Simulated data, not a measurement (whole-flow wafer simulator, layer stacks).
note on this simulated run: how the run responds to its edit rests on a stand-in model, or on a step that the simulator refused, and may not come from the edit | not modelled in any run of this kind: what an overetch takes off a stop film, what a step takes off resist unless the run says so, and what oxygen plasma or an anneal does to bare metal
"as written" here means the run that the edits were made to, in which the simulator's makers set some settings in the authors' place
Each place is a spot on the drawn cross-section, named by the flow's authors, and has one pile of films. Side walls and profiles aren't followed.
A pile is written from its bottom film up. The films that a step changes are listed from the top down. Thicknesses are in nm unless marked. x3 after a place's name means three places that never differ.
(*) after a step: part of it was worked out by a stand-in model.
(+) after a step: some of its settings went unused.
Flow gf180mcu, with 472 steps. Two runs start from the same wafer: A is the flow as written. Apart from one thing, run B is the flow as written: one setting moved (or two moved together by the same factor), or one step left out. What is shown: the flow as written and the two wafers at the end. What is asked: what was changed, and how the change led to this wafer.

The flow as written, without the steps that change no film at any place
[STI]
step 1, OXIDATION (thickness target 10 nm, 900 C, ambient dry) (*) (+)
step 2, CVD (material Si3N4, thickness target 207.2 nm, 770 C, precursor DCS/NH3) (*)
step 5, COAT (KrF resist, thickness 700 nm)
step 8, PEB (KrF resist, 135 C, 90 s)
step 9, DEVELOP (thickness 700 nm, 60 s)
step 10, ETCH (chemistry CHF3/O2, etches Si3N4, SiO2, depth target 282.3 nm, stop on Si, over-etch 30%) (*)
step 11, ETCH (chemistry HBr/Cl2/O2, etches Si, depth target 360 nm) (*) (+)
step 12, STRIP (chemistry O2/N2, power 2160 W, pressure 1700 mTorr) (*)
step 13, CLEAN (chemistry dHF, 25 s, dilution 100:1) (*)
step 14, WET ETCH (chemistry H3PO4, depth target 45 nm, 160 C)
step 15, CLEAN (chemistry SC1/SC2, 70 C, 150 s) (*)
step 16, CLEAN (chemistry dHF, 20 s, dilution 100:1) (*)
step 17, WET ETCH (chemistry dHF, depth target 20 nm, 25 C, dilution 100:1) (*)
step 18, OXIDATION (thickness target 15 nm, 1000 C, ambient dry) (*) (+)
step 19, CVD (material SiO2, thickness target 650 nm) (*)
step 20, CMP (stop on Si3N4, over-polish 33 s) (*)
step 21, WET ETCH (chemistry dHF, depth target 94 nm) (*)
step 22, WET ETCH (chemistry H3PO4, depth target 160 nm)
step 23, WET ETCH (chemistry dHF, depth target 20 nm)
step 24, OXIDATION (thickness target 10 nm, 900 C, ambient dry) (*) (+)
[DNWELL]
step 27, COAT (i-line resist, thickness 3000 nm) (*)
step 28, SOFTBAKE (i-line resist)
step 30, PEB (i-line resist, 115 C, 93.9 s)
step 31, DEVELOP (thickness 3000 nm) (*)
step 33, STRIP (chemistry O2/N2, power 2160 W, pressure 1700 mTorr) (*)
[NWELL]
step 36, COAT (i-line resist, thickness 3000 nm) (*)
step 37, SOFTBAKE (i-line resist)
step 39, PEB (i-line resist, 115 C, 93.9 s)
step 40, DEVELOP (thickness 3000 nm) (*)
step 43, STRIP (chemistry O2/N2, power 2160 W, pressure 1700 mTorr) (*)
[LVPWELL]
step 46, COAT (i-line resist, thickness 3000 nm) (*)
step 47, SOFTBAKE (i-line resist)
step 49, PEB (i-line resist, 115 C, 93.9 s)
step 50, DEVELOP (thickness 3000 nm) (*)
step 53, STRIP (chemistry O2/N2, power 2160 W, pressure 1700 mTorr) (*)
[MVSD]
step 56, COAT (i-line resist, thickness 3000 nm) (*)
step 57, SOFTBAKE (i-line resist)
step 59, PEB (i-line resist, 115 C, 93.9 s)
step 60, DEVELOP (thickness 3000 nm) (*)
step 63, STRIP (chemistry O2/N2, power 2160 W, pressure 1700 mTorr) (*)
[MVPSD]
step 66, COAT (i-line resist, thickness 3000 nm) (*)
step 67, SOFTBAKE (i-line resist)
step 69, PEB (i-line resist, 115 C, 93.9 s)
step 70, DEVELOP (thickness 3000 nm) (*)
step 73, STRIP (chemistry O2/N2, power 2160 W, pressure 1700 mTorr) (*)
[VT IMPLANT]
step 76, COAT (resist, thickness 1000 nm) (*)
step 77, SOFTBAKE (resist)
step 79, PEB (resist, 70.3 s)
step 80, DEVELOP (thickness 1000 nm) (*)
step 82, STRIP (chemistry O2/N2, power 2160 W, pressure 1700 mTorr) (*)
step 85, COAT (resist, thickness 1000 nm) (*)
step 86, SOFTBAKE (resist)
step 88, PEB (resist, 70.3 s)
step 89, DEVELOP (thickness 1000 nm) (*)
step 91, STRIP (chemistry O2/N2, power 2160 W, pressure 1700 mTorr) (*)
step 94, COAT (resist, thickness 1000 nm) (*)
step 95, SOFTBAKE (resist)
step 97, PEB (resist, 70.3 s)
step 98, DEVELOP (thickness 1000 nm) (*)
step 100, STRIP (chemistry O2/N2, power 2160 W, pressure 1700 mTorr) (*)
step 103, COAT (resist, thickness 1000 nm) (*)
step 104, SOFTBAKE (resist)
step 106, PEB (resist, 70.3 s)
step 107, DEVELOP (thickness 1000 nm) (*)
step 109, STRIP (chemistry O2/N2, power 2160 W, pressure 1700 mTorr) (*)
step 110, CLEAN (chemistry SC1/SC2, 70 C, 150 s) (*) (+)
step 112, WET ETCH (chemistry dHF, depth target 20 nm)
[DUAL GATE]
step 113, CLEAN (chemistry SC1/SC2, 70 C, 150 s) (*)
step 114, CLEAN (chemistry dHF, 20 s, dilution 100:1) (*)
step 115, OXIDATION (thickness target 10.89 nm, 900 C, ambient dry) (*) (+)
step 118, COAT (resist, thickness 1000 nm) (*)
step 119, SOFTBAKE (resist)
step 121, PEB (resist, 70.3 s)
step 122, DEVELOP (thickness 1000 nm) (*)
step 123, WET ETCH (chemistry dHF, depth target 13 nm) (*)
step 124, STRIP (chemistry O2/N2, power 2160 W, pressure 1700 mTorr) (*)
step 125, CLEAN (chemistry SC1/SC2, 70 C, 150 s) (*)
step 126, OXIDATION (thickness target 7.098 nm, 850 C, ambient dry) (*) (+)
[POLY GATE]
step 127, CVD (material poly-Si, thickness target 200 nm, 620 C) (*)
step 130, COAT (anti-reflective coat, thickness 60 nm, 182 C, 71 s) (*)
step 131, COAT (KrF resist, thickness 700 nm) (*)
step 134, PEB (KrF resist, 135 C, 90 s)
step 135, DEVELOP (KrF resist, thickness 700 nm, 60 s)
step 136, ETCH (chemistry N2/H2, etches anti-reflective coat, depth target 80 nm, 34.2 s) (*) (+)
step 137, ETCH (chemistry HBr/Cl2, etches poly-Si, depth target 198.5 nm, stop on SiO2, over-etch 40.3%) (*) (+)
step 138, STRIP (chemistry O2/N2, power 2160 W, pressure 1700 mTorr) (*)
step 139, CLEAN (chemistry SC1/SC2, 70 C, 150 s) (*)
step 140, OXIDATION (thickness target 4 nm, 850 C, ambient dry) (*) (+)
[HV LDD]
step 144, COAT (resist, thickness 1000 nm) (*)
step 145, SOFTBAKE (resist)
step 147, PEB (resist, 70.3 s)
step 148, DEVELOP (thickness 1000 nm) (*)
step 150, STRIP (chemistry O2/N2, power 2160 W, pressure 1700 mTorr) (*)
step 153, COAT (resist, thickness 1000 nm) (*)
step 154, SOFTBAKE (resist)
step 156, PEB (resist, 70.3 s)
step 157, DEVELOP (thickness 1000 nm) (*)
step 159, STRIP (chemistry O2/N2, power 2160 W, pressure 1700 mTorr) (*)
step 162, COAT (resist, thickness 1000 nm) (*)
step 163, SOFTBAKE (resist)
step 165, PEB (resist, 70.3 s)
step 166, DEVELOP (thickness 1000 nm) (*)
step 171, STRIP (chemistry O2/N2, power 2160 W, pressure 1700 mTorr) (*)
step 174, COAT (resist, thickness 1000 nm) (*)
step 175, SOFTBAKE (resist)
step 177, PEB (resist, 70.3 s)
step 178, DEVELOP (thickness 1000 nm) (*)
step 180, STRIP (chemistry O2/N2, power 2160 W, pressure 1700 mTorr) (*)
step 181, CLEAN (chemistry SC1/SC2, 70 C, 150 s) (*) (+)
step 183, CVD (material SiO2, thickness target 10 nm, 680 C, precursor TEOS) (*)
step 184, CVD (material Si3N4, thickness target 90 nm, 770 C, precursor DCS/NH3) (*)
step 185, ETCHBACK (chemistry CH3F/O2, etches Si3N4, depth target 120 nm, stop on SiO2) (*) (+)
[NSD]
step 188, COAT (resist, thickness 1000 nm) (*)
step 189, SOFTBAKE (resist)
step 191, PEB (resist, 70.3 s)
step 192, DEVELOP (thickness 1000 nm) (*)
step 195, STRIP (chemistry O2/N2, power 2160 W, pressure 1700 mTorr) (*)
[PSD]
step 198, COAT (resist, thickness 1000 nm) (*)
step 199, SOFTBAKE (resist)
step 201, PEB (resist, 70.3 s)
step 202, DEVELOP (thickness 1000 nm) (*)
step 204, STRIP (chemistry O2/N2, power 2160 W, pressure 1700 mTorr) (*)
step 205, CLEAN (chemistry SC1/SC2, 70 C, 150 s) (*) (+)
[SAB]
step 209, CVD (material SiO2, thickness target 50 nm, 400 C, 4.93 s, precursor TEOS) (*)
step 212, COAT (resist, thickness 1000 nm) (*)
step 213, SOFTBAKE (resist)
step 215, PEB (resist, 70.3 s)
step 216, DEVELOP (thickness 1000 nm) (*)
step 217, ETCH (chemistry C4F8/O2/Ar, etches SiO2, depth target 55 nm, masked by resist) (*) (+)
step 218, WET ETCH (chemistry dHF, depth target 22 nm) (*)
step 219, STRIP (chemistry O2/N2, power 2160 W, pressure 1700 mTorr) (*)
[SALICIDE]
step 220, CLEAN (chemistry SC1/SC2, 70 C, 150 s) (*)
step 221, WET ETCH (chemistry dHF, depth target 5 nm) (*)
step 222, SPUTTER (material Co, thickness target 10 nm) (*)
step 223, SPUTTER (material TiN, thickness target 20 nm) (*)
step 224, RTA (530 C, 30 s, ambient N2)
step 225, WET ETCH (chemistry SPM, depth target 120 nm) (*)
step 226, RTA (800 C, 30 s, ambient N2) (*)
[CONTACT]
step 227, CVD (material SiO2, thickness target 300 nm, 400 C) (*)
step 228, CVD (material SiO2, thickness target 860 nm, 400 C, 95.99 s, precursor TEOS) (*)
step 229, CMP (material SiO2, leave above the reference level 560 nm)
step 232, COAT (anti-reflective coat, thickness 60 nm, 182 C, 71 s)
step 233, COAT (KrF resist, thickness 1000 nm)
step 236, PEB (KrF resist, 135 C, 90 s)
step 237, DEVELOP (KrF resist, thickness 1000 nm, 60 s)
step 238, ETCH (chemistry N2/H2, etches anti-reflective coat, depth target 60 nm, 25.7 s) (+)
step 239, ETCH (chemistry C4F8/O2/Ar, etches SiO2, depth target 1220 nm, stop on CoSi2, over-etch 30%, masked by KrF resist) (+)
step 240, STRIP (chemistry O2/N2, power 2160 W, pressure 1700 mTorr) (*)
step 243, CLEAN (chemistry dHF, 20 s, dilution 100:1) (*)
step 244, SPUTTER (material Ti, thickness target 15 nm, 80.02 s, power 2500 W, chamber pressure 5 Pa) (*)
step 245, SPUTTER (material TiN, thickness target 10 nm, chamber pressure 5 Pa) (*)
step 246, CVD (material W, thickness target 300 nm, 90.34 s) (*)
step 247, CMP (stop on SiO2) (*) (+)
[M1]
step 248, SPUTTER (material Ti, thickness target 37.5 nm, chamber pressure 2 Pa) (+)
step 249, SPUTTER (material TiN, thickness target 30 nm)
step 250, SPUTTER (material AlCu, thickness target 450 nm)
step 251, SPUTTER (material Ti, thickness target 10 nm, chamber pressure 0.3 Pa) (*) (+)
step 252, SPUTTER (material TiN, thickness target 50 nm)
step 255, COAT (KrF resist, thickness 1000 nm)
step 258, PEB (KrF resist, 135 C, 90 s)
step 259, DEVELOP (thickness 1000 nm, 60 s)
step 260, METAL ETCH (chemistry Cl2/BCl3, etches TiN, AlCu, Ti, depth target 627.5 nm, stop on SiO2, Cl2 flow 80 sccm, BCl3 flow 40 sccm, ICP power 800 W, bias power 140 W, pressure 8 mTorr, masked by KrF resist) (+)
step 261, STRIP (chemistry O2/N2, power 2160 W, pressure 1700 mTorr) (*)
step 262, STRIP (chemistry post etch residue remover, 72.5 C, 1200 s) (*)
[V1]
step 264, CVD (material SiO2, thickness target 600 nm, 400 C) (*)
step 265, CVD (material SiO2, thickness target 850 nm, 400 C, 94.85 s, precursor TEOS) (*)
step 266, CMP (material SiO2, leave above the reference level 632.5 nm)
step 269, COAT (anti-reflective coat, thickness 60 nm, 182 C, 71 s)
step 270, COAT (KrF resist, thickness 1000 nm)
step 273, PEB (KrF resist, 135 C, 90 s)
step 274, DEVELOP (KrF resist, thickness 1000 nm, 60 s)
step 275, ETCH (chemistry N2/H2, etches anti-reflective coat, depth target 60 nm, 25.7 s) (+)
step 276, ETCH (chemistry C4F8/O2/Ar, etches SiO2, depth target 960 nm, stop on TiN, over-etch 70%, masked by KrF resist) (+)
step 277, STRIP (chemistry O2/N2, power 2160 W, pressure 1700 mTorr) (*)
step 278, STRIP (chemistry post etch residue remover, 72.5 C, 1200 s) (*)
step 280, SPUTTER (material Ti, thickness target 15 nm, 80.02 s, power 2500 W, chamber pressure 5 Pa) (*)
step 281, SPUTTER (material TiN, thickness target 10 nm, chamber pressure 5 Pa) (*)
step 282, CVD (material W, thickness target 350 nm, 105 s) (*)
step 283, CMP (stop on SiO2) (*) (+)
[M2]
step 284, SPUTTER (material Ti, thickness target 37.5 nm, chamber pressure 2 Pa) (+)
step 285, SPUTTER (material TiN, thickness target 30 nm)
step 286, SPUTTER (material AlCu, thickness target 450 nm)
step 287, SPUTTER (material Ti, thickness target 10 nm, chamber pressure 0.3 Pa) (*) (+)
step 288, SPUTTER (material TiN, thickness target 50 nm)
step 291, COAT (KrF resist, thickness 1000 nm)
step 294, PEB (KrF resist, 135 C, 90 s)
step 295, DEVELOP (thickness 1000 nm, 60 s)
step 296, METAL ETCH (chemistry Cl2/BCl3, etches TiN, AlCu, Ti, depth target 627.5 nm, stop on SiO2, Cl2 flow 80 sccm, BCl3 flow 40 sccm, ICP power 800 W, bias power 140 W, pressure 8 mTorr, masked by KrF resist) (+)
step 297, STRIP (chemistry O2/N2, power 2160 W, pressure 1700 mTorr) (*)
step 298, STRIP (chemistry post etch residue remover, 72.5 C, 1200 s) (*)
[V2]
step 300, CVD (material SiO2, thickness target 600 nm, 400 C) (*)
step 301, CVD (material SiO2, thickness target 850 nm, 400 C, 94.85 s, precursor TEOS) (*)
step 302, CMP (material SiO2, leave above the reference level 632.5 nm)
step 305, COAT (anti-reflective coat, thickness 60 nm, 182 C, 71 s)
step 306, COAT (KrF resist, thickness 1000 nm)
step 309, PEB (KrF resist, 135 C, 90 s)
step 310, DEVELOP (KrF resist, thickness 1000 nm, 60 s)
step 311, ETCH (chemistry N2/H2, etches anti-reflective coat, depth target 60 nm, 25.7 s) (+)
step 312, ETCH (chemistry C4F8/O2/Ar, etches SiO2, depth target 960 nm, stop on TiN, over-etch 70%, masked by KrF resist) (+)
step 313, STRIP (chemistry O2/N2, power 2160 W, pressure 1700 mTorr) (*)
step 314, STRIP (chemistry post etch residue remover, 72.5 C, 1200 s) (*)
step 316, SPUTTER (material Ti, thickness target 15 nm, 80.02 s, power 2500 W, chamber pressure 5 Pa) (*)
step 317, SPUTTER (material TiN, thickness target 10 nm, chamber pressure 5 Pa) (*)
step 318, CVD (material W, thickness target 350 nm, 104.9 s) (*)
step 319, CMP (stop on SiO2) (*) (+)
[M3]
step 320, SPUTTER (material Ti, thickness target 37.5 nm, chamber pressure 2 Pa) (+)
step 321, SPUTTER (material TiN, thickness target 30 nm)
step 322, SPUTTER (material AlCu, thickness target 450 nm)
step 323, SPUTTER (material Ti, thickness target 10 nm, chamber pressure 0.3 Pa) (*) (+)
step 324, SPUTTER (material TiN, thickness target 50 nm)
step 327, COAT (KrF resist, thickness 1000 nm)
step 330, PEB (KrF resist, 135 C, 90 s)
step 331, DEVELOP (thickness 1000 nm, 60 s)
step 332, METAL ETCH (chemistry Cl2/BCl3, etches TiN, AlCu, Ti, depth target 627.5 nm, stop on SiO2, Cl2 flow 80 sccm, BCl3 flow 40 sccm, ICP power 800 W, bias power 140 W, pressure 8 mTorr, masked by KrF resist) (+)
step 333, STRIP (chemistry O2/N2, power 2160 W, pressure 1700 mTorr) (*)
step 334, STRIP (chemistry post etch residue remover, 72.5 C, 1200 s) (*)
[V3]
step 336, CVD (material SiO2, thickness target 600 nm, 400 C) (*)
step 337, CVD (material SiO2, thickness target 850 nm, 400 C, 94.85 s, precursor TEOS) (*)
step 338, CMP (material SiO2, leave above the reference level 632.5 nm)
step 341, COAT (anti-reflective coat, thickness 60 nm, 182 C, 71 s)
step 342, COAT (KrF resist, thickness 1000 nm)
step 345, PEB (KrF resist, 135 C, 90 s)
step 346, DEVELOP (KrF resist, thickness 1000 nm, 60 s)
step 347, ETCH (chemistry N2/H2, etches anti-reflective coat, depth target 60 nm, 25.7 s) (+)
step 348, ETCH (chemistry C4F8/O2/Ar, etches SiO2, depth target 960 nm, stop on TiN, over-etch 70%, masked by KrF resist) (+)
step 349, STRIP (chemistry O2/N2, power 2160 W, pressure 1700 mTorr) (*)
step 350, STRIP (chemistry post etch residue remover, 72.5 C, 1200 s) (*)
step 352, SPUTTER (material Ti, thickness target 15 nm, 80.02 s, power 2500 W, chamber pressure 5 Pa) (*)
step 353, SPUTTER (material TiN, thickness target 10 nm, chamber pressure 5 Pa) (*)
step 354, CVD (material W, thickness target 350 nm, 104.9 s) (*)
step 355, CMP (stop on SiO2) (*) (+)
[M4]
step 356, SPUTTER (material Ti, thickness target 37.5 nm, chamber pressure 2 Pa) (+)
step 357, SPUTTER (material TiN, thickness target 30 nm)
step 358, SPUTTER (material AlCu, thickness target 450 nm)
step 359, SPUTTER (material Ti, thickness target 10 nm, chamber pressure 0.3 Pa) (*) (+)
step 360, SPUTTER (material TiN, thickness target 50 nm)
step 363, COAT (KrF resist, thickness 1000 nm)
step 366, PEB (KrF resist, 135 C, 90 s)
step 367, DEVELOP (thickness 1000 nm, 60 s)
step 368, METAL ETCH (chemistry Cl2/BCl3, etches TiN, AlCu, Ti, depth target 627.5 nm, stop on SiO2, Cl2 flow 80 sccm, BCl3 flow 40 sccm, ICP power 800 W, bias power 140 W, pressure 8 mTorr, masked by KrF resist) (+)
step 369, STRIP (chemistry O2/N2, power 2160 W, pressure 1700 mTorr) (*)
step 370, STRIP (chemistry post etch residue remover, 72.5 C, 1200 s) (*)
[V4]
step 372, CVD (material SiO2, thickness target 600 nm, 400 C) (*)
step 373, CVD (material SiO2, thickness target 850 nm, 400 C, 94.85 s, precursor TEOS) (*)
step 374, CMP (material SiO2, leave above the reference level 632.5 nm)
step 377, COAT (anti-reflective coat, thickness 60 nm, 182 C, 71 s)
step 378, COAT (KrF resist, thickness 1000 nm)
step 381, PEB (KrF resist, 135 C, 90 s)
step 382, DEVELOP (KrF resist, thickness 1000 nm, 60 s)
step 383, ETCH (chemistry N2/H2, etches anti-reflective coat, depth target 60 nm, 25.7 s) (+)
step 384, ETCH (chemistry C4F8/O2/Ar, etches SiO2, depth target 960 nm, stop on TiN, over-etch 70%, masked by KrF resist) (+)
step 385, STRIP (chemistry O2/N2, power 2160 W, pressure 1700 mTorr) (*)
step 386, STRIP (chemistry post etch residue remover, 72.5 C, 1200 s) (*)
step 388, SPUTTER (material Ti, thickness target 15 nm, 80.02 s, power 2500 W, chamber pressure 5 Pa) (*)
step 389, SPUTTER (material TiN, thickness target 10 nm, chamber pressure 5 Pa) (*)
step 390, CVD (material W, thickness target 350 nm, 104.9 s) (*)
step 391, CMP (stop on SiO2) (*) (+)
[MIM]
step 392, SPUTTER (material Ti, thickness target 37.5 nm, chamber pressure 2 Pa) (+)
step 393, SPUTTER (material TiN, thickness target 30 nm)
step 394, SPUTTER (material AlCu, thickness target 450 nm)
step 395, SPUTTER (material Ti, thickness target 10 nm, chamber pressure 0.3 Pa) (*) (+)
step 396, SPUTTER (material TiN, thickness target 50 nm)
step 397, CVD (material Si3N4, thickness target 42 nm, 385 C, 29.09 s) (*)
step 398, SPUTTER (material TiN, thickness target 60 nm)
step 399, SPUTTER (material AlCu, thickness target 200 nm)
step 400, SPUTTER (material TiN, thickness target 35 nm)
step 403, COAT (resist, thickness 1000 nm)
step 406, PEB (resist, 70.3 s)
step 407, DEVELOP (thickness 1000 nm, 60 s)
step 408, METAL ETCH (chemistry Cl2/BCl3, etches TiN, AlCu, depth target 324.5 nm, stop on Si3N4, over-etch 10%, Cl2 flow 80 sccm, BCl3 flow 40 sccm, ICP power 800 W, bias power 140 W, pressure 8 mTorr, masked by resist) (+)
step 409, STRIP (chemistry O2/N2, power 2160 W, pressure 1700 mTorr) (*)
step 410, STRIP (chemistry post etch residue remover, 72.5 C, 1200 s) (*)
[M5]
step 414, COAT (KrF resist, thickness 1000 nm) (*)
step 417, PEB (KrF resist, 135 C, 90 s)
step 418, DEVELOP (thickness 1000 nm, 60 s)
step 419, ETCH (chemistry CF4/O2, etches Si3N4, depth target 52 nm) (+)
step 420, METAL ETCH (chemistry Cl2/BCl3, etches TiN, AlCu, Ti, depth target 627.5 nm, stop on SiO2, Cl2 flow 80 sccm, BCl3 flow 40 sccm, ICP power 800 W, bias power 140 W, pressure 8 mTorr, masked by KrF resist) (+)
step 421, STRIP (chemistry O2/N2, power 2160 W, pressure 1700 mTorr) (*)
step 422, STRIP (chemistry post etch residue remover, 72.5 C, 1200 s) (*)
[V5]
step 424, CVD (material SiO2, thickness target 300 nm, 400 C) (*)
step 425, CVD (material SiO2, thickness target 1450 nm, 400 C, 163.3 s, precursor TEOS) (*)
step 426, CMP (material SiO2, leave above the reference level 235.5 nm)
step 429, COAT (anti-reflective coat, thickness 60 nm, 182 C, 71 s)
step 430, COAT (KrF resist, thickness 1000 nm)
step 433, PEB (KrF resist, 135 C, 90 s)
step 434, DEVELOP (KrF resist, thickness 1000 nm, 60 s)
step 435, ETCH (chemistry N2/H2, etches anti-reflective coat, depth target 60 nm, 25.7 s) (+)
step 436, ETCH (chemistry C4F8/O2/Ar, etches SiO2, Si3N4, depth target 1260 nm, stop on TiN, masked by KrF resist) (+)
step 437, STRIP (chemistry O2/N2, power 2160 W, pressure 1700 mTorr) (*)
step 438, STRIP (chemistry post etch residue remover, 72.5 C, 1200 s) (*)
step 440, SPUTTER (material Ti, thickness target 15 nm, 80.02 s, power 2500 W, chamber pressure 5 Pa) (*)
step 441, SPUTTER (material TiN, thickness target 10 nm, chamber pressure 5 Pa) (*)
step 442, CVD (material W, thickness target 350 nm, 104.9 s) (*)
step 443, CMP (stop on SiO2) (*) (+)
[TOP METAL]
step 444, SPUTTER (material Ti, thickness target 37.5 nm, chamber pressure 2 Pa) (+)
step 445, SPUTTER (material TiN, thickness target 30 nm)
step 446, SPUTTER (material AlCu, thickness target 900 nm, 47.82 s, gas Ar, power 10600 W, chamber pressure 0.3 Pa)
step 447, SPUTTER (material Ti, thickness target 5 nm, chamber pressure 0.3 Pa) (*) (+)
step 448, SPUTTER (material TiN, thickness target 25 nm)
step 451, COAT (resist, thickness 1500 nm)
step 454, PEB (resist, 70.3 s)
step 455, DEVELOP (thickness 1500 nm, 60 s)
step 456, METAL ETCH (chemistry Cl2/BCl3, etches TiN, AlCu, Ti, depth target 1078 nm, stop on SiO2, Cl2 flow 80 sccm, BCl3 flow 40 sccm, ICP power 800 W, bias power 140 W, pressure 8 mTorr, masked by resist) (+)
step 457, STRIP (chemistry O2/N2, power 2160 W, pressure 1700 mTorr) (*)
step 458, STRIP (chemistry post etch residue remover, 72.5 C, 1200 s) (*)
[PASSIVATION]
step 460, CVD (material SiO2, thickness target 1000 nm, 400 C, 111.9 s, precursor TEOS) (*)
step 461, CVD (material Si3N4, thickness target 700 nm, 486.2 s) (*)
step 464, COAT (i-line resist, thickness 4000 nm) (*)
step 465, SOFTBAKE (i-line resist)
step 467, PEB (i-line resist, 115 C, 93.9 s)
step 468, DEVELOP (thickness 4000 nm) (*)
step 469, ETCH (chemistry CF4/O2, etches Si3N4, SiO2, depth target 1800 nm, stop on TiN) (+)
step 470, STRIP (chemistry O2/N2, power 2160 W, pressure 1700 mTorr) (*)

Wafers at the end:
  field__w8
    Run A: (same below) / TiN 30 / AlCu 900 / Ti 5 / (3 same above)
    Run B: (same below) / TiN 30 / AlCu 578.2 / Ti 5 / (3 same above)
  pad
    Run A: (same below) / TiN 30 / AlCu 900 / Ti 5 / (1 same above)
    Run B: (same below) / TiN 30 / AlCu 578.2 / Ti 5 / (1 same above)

What caused this: step 446, SPUTTER: 31.08 s was run, while the flow as written has 47.82 s.

The path from the change to this, step by step:
  step 446, SPUTTER (material AlCu, thickness target 900 nm, 47.82 s, gas Ar, power 10600 W, chamber pressure 0.3 Pa)
      field, field__w1, field__w2 and 109 more: A +900 AlCu (new film) | B +578.2 AlCu (new film)
  step 456, METAL ETCH (chemistry Cl2/BCl3, etches TiN, AlCu, Ti, depth target 1078 nm, stop on SiO2, Cl2 flow 80 sccm, BCl3 flow 40 sccm, ICP power 800 W, bias power 140 W, pressure 8 mTorr, masked by resist) (+)
      field, field__w1, field__w2 and 103 more: A -25 TiN (all of it), -5 Ti (all of it), -900 AlCu (all of it), -30 TiN (all of it), -37.5 Ti (all of it) | B -25 TiN (all of it), -5 Ti (all of it), -578.2 AlCu (all of it), -30 TiN (all of it), -37.5 Ti (all of it)
      field__w8, contact, m1, m1__w1, pad, m1_nw: A -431 resist | B -405.4 resist
  step 457, STRIP (chemistry O2/N2, power 2160 W, pressure 1700 mTorr) (*)
      field__w8, contact, m1, m1__w1, pad, m1_nw: A -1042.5 resist (all of it) | B -1068 resist (all of it)
  step 464, COAT (i-line resist, thickness 4000 nm) (*)
      field__w8: A +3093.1 i-line resist (new film) | B +3379.7 i-line resist (new film)
      contact: A +3153.6 i-line resist (new film) | B +3414.9 i-line resist (new film)
      (and at 4 other places as well)
  step 465, SOFTBAKE (i-line resist)
      gate: A +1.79 i-line resist | B -0.51 i-line resist
      field__w11, field__w13: A +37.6 i-line resist | B +22.5 i-line resist
      (and at 66 other places as well)
  step 467, PEB (i-line resist, 115 C, 93.9 s)
      field__w8, m1__w1: A -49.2 i-line resist | B -55.1 i-line resist
      contact, m1: A -49.6 i-line resist | B -55.3 i-line resist
      (and at 2 other places as well)
  step 468, DEVELOP (thickness 4000 nm) (*)
      pad: A -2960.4 i-line resist (all of it) | B -3274 i-line resist (all of it)
  step 470, STRIP (chemistry O2/N2, power 2160 W, pressure 1700 mTorr) (*)
      field__w8, m1__w1: A -1775.9 i-line resist (all of it) | B -2084.4 i-line resist (all of it)
      contact: A -1798.3 i-line resist (all of it) | B -2097.7 i-line resist (all of it)
      (and at 2 other places as well)
